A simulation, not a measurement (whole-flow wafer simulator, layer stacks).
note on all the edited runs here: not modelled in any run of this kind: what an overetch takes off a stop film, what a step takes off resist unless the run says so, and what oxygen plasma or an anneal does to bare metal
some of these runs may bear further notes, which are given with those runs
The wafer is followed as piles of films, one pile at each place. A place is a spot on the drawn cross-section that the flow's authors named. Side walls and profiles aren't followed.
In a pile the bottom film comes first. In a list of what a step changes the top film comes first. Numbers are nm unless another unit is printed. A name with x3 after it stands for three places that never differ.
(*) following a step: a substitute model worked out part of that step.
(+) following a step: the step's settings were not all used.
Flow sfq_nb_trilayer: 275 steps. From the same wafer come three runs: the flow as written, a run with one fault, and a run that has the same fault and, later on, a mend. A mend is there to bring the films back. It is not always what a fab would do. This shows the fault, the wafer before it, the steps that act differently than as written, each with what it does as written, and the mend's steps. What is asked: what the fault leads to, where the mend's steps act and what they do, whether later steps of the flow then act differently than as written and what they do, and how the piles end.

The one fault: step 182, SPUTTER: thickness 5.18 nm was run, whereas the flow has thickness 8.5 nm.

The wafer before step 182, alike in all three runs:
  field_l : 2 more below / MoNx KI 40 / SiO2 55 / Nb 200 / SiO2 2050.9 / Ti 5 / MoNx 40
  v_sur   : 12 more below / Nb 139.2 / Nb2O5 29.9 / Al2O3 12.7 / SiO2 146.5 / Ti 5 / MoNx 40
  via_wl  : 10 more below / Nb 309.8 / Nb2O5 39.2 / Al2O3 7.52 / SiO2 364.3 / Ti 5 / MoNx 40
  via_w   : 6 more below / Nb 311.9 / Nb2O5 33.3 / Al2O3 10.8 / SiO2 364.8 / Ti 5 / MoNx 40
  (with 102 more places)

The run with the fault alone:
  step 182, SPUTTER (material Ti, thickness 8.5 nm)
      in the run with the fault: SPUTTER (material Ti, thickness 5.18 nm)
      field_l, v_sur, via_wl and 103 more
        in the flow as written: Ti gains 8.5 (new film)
        in the run with the fault: Ti gains 5.18 (new film)
  Later steps of the flow acting differently than as written (not shown: 13 more steps that differ only slightly, by at most 2% or 0.5 nm, whichever is larger):
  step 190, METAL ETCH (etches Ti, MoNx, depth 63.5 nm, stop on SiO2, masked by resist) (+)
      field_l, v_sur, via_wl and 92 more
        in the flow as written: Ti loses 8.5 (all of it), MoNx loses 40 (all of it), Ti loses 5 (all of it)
        in the run with the fault: Ti loses 5.18 (all of it), MoNx loses 40 (all of it), Ti loses 5 (all of it)
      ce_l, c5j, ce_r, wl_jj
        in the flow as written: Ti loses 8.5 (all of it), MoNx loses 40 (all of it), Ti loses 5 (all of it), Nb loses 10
        in the run with the fault: Ti loses 5.18 (all of it), MoNx loses 40 (all of it), Ti loses 5 (all of it), Nb loses 13.3
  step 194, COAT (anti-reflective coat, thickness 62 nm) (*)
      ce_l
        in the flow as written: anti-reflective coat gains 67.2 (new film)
        in the run with the fault: anti-reflective coat gains 68.6 (new film)
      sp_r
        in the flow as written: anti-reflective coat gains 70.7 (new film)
        in the run with the fault: anti-reflective coat gains 69.2 (new film)
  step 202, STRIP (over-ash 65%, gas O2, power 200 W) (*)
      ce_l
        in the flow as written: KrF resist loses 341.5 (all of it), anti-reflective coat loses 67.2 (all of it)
        in the run with the fault: KrF resist loses 342.4 (all of it), anti-reflective coat loses 68.6 (all of it)
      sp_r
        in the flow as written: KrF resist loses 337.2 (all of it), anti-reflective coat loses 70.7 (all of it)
        in the run with the fault: KrF resist loses 337.3 (all of it), anti-reflective coat loses 69.2 (all of it)
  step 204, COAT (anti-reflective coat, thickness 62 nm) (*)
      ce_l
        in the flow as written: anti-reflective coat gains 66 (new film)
        in the run with the fault: anti-reflective coat gains 67.5 (new film)
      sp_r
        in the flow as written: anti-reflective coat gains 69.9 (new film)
        in the run with the fault: anti-reflective coat gains 68.4 (new film)
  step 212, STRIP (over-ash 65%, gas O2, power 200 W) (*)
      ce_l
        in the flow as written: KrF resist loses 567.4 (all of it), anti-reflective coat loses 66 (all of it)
        in the run with the fault: KrF resist loses 568 (all of it), anti-reflective coat loses 67.5 (all of it)
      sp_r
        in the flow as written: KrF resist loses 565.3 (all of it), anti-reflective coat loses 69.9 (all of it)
        in the run with the fault: KrF resist loses 565.1 (all of it), anti-reflective coat loses 68.4 (all of it)
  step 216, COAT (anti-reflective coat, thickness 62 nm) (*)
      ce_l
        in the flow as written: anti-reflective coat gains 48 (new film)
        in the run with the fault: anti-reflective coat gains 49 (new film)
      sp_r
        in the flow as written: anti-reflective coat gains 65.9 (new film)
        in the run with the fault: anti-reflective coat gains 64.3 (new film)
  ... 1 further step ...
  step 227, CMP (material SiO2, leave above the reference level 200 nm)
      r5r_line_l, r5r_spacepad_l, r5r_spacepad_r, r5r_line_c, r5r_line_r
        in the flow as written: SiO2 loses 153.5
        in the run with the fault: SiO2 loses 150.2
  By the end, the piles at ce_l, ce_r, be_r and 7 more depart from the flow's by more than 2% or 0.5 nm, whichever is larger.
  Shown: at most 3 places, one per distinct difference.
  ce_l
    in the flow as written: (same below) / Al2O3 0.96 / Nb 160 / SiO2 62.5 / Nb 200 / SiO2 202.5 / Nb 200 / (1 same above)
    in the run with the fault: (same below) / Al2O3 0.96 / Nb 156.7 / SiO2 62.5 / Nb 200 / SiO2 205.8 / Nb 200 / (1 same above)
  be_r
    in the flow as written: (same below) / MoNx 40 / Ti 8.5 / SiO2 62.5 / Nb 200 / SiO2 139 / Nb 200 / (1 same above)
    in the run with the fault: (same below) / MoNx 40 / Ti 5.18 / SiO2 62.5 / Nb 200 / SiO2 142.3 / Nb 200 / (1 same above)
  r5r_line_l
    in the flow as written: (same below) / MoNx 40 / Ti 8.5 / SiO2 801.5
    in the run with the fault: (same below) / MoNx 40 / Ti 5.18 / SiO2 804.8

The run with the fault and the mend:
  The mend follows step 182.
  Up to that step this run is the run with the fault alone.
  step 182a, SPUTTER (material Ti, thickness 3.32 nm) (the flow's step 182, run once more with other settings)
      field_l, v_sur, via_wl and 103 more
        Ti gains 3.32
  Later steps of the flow that are run all act as written at every place that is followed.
  By the end, the piles equal the flow's at every place that both follow.
